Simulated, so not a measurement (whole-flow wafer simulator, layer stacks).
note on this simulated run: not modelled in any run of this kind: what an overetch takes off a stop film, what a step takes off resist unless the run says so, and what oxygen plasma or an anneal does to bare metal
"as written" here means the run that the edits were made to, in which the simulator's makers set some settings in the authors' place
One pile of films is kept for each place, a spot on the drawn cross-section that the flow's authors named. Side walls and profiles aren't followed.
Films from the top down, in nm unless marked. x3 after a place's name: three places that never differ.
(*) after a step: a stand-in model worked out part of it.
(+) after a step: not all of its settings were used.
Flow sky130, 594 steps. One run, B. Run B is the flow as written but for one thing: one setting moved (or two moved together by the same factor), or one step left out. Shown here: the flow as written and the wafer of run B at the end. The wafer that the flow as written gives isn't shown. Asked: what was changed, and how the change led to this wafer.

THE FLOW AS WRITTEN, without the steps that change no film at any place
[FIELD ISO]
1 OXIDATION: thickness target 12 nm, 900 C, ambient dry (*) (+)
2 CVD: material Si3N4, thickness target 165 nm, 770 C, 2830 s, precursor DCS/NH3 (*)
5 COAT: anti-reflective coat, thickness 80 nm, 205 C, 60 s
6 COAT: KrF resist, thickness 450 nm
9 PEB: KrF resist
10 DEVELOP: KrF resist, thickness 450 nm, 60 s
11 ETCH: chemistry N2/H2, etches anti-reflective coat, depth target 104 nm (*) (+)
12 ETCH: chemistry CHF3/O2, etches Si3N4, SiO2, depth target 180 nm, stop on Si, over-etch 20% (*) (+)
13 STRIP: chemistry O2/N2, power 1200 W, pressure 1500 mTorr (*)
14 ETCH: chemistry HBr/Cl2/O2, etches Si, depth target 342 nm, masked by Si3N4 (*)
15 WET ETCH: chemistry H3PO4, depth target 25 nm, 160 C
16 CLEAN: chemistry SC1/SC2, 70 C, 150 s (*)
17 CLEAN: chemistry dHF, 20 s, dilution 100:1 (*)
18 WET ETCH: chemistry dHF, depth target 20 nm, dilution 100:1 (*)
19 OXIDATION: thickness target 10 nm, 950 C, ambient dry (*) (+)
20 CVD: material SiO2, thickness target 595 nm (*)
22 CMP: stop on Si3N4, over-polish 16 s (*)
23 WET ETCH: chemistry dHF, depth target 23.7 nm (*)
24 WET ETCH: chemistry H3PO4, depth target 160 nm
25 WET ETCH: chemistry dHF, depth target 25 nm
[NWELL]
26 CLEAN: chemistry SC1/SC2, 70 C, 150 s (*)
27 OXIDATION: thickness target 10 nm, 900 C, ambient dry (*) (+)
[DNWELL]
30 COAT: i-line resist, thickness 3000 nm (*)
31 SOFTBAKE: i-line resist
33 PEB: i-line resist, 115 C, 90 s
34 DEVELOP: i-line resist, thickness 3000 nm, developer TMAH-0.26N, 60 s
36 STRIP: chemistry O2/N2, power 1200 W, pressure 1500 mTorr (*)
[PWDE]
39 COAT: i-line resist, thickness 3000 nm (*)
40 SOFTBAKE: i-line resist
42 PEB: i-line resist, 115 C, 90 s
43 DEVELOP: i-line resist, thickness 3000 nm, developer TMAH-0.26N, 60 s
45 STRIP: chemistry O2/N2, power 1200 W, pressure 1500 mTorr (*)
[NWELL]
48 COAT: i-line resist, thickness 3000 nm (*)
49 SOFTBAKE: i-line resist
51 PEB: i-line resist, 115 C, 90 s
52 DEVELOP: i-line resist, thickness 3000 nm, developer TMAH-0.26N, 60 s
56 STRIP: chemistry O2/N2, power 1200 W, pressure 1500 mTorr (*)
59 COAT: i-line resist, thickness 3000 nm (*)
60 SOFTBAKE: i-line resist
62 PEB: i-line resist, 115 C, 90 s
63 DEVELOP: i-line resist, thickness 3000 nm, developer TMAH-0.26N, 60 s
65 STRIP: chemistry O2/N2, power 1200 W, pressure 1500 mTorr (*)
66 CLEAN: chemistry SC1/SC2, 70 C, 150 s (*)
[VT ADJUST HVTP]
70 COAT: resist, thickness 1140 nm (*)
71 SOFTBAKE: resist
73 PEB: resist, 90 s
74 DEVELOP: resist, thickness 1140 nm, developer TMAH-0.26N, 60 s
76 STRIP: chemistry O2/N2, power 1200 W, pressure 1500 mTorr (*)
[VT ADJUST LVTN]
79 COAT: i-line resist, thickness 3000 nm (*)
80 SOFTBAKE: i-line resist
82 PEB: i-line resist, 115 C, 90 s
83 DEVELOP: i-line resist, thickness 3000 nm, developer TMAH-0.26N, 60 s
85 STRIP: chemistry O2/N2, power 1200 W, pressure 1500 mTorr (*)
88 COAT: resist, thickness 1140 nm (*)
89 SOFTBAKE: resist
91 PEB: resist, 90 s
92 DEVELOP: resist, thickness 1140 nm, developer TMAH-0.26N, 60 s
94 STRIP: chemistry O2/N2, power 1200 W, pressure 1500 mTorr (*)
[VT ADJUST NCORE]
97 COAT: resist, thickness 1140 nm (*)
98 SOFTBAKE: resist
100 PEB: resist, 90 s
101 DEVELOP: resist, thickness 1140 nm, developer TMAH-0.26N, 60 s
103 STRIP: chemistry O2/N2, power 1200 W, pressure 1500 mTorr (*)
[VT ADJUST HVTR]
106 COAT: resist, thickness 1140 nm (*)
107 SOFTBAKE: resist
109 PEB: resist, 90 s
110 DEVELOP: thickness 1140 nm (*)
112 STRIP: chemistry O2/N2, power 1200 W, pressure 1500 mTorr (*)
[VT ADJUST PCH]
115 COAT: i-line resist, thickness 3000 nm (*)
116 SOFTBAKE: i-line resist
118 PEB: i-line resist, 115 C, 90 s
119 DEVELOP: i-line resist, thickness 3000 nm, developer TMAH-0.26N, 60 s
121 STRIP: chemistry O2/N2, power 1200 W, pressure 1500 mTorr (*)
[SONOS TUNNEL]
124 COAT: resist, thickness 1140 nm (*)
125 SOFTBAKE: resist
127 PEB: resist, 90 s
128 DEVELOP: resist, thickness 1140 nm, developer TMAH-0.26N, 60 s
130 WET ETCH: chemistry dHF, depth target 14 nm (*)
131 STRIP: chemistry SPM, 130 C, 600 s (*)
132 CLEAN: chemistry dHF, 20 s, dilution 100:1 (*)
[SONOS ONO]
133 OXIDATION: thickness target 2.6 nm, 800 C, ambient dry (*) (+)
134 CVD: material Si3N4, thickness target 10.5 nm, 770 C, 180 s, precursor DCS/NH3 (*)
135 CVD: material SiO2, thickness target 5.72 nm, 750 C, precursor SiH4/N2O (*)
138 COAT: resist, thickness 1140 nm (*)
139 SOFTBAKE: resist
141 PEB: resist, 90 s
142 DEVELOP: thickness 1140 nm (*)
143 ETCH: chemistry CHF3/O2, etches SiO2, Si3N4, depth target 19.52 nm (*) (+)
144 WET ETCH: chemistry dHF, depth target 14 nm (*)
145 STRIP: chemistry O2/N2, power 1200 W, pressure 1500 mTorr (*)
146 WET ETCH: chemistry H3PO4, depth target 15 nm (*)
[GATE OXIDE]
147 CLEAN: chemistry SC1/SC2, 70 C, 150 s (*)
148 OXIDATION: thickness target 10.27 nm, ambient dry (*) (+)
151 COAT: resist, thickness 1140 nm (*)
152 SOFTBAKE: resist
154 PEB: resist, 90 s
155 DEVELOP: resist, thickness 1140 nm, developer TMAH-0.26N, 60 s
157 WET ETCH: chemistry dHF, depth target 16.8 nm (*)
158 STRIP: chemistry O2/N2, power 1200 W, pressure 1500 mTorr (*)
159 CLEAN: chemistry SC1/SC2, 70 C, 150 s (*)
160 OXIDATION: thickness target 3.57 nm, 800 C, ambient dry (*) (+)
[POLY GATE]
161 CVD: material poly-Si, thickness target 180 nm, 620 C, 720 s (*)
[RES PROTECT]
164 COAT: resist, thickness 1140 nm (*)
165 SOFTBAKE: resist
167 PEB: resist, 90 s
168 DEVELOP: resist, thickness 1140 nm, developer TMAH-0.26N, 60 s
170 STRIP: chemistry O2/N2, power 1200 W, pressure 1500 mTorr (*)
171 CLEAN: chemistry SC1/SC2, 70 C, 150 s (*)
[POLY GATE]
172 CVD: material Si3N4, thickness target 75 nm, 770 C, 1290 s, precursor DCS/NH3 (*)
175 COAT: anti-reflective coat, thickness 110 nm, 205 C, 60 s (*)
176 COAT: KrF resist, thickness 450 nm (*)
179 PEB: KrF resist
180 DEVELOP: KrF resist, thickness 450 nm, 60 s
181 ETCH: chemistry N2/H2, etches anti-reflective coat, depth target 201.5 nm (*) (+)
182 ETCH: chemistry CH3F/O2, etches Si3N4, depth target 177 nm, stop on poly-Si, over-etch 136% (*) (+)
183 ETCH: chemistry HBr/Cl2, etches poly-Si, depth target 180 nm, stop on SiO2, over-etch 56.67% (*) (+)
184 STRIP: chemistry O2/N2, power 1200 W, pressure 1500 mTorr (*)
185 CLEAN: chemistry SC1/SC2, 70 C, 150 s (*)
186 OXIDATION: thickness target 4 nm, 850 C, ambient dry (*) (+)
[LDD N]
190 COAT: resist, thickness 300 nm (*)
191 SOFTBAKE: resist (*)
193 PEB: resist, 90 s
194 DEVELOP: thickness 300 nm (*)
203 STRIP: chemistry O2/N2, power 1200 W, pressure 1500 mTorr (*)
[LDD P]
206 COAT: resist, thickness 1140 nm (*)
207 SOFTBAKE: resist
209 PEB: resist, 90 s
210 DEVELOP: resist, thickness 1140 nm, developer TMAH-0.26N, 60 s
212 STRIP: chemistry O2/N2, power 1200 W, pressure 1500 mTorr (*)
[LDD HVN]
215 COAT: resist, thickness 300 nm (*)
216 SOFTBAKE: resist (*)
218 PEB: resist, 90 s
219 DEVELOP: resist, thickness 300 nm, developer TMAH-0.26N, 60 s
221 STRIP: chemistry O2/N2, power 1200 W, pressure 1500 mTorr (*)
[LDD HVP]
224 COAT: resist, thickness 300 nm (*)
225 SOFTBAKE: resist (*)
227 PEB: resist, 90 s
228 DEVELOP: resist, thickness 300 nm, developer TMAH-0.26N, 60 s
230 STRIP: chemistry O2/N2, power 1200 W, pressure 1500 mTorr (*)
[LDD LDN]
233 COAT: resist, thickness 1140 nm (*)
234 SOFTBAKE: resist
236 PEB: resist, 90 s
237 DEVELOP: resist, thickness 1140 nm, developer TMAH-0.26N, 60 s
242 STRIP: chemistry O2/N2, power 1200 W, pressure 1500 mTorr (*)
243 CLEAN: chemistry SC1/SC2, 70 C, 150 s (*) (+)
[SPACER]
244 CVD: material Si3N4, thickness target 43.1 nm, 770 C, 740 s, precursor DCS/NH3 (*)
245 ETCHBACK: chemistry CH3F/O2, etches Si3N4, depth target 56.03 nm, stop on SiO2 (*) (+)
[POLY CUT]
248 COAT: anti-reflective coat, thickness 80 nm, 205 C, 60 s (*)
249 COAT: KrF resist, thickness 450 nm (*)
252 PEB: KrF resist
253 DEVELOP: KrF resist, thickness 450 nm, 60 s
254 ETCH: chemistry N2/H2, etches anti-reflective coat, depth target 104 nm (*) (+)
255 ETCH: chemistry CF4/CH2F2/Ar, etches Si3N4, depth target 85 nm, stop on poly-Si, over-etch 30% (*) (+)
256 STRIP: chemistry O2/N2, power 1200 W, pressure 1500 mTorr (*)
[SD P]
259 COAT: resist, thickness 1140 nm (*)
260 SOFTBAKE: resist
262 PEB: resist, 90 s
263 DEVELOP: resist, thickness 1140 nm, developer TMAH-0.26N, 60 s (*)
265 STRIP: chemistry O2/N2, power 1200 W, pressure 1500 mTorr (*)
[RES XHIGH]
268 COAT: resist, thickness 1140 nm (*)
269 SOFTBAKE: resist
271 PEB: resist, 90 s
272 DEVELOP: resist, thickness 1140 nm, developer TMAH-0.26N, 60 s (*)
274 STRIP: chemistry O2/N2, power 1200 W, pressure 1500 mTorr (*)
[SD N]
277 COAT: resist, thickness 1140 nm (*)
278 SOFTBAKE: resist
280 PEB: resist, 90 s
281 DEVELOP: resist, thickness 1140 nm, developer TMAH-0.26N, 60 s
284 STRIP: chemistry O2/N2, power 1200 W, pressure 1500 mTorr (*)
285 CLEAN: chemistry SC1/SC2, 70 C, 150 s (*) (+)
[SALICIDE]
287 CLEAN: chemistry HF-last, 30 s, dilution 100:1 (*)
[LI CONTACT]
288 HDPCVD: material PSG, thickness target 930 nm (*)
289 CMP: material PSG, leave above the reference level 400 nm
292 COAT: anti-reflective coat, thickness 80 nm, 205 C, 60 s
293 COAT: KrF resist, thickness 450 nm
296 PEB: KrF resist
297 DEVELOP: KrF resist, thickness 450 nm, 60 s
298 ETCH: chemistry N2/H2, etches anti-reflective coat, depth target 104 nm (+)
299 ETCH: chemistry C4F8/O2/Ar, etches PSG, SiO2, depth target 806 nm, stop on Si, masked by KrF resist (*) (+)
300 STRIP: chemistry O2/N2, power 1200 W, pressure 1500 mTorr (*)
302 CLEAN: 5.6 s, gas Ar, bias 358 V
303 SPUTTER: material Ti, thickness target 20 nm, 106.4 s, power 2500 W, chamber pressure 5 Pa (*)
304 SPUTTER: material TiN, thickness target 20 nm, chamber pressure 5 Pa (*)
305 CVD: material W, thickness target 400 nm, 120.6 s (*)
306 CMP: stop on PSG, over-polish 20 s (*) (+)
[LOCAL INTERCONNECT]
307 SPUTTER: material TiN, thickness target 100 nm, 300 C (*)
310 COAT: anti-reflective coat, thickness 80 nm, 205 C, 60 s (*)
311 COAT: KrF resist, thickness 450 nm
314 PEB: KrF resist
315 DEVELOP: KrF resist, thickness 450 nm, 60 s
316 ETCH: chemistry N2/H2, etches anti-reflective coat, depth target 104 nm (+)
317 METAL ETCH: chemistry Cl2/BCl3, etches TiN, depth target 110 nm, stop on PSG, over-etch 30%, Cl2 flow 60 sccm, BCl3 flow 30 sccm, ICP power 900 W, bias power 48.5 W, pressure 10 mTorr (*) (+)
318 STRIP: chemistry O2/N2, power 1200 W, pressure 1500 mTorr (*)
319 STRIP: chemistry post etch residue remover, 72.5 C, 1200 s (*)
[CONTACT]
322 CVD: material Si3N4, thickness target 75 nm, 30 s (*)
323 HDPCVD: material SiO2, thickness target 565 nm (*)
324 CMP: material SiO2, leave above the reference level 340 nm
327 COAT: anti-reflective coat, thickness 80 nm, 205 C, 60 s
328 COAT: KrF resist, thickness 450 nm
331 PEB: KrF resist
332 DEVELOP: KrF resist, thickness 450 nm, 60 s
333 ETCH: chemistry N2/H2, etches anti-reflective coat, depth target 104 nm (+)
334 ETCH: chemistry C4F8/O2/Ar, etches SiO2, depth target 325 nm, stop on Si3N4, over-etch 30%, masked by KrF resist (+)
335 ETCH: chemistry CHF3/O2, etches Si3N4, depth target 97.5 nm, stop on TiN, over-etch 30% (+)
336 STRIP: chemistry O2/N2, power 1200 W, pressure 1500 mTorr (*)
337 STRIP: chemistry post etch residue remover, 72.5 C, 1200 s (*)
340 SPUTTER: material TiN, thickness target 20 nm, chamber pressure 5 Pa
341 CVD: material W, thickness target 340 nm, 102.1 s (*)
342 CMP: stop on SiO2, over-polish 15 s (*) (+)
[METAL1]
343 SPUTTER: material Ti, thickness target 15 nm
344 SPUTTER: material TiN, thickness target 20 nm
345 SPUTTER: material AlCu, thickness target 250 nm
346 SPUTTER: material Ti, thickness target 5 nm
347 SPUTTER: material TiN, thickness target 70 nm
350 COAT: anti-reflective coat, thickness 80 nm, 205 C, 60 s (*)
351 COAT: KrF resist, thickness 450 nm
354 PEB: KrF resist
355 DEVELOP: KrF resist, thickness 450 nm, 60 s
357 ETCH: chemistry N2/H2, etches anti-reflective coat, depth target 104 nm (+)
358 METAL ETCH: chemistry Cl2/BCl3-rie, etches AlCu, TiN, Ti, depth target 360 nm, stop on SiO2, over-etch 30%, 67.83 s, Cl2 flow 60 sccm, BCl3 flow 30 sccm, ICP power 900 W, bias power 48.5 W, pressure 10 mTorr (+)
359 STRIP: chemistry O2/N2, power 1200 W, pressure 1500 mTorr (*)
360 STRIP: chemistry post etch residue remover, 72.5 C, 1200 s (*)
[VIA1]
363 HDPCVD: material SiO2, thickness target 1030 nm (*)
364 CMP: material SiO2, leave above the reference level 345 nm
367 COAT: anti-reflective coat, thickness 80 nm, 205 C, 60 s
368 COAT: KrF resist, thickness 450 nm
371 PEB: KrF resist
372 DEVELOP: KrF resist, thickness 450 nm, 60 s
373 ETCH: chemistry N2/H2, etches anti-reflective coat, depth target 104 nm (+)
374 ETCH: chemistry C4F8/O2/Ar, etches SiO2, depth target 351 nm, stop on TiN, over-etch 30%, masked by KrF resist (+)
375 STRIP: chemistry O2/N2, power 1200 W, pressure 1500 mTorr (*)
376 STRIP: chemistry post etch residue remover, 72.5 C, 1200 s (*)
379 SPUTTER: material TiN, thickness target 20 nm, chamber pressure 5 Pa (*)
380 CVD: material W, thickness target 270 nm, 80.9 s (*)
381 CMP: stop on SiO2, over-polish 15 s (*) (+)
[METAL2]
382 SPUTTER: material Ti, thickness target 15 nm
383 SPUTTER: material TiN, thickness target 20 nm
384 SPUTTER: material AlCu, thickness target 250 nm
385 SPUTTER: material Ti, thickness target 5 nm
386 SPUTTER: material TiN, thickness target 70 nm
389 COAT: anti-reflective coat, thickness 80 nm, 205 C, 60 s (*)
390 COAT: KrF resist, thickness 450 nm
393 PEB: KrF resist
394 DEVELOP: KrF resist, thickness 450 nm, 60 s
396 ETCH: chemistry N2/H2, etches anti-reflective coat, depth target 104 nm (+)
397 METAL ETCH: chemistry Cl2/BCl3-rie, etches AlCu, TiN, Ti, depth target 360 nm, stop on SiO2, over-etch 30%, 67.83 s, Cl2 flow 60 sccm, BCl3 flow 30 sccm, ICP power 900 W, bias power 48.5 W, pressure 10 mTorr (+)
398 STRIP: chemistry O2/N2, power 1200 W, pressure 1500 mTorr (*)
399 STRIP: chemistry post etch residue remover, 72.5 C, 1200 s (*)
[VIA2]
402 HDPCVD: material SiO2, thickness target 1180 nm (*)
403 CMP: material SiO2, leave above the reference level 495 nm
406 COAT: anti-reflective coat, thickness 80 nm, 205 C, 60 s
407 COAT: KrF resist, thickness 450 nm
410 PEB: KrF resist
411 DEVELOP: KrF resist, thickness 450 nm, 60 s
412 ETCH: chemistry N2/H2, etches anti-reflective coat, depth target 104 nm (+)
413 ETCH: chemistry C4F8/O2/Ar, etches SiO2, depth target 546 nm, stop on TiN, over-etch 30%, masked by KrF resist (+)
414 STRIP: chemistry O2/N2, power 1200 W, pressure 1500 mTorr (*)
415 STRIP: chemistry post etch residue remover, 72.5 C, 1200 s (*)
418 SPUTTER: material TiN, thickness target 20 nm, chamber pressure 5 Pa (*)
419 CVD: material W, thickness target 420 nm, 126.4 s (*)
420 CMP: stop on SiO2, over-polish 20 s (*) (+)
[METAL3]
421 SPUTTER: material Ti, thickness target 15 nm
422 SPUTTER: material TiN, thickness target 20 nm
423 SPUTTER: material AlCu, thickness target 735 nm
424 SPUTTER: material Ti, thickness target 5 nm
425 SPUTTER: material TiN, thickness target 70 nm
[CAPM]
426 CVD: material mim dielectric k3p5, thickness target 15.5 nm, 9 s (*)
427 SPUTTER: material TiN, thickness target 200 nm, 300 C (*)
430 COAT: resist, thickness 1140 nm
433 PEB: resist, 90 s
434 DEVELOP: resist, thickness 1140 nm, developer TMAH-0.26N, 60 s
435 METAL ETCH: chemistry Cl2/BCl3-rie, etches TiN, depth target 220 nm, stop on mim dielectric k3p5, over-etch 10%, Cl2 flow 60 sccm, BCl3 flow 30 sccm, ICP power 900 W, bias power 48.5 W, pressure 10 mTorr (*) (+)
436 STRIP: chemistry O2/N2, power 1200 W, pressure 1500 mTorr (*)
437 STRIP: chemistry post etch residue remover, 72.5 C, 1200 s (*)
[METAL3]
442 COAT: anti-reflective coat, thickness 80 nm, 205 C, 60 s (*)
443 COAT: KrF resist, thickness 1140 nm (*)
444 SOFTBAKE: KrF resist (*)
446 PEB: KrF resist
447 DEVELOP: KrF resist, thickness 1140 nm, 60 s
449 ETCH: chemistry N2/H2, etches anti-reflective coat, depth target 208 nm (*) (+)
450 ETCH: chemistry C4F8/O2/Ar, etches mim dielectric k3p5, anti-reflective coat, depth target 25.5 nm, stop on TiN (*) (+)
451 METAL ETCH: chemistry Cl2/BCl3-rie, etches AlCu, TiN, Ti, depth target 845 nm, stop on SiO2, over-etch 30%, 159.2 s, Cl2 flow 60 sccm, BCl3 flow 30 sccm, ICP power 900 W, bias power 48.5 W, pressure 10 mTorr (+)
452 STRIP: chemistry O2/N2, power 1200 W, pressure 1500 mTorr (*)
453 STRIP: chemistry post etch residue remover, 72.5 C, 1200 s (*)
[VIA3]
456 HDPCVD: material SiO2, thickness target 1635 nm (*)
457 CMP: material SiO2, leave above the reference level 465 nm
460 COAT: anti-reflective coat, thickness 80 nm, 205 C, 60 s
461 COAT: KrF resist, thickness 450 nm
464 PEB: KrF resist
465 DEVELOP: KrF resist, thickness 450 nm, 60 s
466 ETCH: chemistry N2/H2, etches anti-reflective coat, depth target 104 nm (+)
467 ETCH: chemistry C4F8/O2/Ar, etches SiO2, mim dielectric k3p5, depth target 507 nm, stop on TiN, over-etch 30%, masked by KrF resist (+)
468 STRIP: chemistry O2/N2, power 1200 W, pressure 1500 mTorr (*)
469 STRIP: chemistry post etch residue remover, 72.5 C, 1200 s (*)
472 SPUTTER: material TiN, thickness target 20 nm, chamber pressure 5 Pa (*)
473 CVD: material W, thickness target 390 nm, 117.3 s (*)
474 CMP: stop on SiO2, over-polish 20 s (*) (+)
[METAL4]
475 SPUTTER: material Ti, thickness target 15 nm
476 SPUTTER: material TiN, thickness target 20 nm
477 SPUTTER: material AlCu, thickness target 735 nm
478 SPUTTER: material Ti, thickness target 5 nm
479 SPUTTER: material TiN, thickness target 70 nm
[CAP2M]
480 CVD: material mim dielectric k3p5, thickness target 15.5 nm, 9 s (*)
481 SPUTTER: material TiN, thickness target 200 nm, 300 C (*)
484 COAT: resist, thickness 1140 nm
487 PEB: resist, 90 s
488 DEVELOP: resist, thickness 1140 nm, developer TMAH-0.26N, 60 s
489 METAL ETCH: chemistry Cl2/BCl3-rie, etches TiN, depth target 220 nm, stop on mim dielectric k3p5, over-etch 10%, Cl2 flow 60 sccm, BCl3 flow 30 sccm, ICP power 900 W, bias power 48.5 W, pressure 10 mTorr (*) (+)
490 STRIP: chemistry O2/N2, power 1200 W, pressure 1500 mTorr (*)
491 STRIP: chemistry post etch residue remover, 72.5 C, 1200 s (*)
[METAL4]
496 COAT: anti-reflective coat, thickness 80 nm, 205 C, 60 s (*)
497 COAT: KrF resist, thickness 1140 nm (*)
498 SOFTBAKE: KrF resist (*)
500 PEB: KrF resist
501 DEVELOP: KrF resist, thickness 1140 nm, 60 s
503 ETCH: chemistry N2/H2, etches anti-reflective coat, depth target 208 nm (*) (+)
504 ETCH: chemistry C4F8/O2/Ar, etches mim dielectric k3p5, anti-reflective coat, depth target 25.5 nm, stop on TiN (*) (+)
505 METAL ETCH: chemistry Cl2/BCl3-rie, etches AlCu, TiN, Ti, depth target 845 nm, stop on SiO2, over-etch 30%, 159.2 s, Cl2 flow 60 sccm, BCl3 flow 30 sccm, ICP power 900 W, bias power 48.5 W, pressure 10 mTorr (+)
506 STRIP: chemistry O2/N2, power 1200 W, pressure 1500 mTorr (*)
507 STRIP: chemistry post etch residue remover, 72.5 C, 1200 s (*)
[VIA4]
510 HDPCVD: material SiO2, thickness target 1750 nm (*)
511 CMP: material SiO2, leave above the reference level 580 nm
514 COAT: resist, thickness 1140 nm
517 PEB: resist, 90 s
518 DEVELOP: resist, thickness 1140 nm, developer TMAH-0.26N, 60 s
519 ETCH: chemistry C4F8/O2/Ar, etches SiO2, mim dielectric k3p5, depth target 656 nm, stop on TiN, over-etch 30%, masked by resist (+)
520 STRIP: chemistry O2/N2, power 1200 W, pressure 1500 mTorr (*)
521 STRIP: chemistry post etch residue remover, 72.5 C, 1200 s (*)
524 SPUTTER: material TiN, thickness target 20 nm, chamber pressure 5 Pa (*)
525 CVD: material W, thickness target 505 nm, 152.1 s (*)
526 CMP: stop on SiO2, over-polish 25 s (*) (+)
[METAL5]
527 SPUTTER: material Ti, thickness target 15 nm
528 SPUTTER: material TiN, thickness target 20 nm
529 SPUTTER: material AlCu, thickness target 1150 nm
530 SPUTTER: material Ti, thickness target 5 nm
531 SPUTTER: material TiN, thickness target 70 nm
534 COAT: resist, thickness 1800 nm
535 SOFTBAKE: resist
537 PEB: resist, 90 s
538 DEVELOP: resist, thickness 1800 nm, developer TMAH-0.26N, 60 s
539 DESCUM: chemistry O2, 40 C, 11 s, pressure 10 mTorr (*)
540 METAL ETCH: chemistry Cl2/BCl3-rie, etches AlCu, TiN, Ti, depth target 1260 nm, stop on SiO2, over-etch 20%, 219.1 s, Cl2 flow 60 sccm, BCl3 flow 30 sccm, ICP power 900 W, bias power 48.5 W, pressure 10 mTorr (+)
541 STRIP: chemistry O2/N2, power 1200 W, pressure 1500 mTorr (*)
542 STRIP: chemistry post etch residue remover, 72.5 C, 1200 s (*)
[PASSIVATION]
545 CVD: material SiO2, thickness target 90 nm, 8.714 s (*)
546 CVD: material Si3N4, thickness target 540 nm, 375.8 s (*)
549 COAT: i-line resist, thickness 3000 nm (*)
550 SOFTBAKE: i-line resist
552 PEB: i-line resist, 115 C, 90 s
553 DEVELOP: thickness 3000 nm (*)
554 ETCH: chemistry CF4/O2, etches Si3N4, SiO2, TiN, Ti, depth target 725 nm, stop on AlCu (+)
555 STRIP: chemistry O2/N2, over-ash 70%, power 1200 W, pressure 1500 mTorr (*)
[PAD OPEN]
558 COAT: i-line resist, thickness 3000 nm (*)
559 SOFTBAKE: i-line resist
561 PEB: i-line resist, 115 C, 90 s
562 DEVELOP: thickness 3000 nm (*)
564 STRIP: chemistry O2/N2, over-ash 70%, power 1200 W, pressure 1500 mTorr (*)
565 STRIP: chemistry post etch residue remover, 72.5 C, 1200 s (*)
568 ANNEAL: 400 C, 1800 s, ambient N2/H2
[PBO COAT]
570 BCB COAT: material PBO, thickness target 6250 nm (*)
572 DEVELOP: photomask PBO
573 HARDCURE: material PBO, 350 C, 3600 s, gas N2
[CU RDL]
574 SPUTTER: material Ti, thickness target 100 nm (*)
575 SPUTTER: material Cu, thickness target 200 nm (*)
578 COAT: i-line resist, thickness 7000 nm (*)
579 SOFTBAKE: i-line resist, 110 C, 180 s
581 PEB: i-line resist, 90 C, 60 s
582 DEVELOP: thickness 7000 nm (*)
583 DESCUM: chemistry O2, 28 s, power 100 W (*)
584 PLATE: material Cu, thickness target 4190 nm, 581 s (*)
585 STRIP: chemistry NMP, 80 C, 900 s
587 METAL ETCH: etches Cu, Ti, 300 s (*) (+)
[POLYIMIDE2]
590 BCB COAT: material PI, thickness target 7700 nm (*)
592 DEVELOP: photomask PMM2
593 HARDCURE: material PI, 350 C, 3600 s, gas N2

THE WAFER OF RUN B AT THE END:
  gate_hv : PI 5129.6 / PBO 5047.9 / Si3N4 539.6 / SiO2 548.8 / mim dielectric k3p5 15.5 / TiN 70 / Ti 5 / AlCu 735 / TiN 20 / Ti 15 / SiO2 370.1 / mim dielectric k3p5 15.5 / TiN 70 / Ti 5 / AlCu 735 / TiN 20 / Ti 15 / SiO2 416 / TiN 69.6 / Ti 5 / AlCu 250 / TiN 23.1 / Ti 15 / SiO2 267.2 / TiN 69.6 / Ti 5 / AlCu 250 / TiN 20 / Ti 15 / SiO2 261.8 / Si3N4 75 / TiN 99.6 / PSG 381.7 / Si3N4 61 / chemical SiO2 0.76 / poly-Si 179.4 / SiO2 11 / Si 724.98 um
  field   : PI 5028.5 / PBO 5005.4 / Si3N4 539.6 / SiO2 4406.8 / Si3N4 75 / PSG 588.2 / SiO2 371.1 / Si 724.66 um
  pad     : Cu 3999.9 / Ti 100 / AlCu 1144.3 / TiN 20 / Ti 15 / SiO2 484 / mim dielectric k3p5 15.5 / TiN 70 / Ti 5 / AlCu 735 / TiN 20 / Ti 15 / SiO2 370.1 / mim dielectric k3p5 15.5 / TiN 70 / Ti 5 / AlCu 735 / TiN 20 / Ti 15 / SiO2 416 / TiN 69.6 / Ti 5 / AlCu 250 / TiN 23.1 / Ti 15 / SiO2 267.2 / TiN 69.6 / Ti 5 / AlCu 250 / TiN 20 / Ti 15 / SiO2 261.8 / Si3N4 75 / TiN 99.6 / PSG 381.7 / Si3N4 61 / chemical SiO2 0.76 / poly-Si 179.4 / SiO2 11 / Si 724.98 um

The cause: step 383, SPUTTER: thickness target 23.1 nm was run, where the flow has thickness target 20 nm.
It can be read off the wafer: gate_hv has TiN 23.1, and step 383 as written asks for 20 nm.

How the change led to this, step by step:
  383 SPUTTER: material TiN, thickness target 20 nm
      field, active, n_well and 188 more: TiN +23.1 (new film) (as written it would be: TiN +20 (new film))
  397 METAL ETCH: chemistry Cl2/BCl3-rie, etches AlCu, TiN, Ti, depth target 360 nm, stop on SiO2, over-etch 30%, 67.83 s, Cl2 flow 60 sccm, BCl3 flow 30 sccm, ICP power 900 W, bias power 48.5 W, pressure 10 mTorr (+)
      field, active, gate and 82 more: TiN -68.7 (all of it), Ti -5 (all of it), AlCu -250 (all of it), TiN -23.1 (all of it), Ti -15 (all of it), SiO2 -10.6 (as written it would be: TiN -68.7 (all of it), Ti -5 (all of it), AlCu -250 (all of it), TiN -20 (all of it), Ti -15 (all of it), SiO2 -10.9)
